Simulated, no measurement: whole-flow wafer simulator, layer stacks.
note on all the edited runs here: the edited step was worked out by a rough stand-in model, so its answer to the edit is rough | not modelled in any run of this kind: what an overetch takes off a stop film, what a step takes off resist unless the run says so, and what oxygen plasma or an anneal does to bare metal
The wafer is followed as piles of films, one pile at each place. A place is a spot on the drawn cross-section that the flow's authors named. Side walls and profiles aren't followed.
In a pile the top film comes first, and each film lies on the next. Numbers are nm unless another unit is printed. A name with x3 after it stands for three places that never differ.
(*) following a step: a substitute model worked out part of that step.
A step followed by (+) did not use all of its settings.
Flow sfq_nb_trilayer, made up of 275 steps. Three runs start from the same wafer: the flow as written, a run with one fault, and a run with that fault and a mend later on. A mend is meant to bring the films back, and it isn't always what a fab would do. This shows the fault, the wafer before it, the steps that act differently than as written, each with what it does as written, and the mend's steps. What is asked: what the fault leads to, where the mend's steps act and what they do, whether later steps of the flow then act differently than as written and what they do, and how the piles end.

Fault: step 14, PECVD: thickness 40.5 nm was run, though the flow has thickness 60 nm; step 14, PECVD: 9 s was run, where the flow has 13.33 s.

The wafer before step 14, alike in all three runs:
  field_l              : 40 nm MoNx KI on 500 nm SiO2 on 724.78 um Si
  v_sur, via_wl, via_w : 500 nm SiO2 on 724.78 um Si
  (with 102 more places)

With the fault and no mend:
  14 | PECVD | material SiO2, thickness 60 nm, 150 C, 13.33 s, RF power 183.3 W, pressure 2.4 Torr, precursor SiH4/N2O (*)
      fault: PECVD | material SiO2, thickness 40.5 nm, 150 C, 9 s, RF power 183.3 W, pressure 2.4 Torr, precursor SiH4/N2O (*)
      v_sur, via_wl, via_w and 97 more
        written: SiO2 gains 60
        fault: SiO2 gains 40.5
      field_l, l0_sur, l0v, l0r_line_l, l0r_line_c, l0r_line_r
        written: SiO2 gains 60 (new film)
        fault: SiO2 gains 40.5 (new film)
  Later steps of the flow acting differently than as written (not shown: 10 more steps that differ only slightly, by at most 2% or 0.5 nm, whichever is larger):
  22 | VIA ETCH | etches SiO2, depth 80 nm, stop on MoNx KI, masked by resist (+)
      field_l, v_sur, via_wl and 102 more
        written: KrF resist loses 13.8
        fault: KrF resist loses 10.4
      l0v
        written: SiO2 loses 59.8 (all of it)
        fault: SiO2 loses 40.3 (all of it)
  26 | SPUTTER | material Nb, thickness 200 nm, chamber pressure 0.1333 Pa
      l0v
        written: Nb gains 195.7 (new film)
        fault: Nb gains 200 (new film)
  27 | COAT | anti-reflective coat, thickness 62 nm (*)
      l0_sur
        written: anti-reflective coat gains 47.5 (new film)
        fault: anti-reflective coat gains 49.6 (new film)
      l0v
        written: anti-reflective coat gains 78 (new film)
        fault: anti-reflective coat gains 71.6 (new film)
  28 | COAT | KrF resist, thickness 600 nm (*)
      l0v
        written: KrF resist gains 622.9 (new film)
        fault: KrF resist gains 610.2 (new film)
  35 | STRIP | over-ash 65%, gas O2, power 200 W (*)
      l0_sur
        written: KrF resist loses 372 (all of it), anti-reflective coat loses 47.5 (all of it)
        fault: KrF resist loses 373.3 (all of it), anti-reflective coat loses 49.6 (all of it)
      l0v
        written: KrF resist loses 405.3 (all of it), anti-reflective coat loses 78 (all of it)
        fault: KrF resist loses 392.6 (all of it), anti-reflective coat loses 71.6 (all of it)
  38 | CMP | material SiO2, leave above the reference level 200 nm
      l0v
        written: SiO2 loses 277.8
        fault: SiO2 loses 301.6
  The piles end different from the flow's at field_l, v_sur, via_wl and 100 more by more than 2% or 0.5 nm, whichever is larger.
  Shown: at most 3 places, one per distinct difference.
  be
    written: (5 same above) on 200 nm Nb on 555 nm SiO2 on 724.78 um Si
    fault: (5 same above) on 200 nm Nb on 535.5 nm SiO2 on 724.78 um Si
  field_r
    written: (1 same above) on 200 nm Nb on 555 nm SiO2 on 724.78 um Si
    fault: (1 same above) on 200 nm Nb on 535.5 nm SiO2 on 724.78 um Si
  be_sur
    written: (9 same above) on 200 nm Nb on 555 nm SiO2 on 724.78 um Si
    fault: (9 same above) on 200 nm Nb on 535.5 nm SiO2 on 724.78 um Si

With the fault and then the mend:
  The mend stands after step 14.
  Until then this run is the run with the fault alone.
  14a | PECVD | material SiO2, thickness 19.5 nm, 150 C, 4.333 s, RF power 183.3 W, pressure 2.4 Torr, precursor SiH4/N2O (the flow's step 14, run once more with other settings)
      field_l, v_sur, via_wl and 103 more
        SiO2 gains 19.5
  Later steps of the flow that are run all act as written at every place that is followed, up to a difference of at most 2% or 0.5 nm, whichever is larger.
  By the end, the piles equal the flow's at every place that both follow.
